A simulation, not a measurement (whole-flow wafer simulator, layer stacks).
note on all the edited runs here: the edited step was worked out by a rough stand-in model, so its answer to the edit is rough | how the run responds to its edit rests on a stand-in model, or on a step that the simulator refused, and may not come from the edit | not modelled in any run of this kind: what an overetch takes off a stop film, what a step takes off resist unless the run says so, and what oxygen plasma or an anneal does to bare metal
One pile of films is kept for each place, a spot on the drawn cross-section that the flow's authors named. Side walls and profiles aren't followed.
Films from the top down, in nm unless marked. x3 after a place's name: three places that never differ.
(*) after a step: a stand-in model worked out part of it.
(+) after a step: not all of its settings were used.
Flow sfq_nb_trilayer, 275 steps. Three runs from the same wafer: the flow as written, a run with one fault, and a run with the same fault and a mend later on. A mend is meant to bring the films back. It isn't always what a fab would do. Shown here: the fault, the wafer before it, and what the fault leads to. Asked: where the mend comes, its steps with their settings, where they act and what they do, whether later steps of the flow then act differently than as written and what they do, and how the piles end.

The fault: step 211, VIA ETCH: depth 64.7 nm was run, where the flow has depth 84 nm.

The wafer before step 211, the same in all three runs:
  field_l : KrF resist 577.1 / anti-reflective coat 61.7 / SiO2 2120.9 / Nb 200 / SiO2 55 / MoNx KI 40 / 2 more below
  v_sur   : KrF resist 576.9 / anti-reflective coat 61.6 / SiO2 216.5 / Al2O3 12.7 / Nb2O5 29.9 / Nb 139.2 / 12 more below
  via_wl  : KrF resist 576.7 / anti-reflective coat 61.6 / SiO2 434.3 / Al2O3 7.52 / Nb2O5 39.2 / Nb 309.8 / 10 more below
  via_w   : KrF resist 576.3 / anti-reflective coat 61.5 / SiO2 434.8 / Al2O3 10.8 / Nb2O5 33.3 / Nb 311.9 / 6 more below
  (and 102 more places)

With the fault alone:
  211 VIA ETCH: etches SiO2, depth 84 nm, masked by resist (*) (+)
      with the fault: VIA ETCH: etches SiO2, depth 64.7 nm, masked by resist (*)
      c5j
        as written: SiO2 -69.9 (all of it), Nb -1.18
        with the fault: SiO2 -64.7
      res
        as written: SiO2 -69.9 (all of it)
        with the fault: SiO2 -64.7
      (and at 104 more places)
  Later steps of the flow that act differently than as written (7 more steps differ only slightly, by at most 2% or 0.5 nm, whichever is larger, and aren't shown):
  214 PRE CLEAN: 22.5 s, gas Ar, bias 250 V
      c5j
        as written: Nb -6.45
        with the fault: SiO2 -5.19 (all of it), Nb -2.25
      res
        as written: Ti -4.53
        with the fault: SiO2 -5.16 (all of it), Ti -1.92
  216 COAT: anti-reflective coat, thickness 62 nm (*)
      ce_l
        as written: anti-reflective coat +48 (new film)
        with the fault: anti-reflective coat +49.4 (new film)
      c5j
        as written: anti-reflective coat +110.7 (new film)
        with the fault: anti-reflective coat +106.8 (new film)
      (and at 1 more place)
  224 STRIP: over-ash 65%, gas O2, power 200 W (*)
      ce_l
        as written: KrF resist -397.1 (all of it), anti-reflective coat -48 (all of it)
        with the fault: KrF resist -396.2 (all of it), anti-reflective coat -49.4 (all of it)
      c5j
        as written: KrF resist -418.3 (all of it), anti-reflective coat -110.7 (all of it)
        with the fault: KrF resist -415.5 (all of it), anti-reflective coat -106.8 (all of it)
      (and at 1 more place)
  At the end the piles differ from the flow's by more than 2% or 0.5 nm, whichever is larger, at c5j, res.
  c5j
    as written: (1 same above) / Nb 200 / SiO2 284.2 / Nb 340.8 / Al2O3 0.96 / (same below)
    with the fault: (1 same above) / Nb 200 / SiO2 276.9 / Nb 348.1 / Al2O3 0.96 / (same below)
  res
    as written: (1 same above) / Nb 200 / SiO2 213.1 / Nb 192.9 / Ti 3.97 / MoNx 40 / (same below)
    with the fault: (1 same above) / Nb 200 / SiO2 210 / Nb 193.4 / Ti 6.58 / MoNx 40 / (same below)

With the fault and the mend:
  The mend comes after step 211.
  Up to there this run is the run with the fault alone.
  211a VIA ETCH: etches SiO2, depth 19.3 nm, masked by resist (*) (+) (the flow's step 211 once more, with other settings)
      field_l, v_sur, via_wl and 101 more
        KrF resist -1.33
      c5j
        SiO2 -5.19 (all of it), Nb -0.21
      res
        SiO2 -5.16 (all of it)
  No later step of the flow acts differently than as written, at any place that is followed, by more than 2% or 0.5 nm, whichever is larger.
  At the end the piles differ from the flow's only slightly at the places that both follow, by at most 2% or 0.5 nm, whichever is larger.
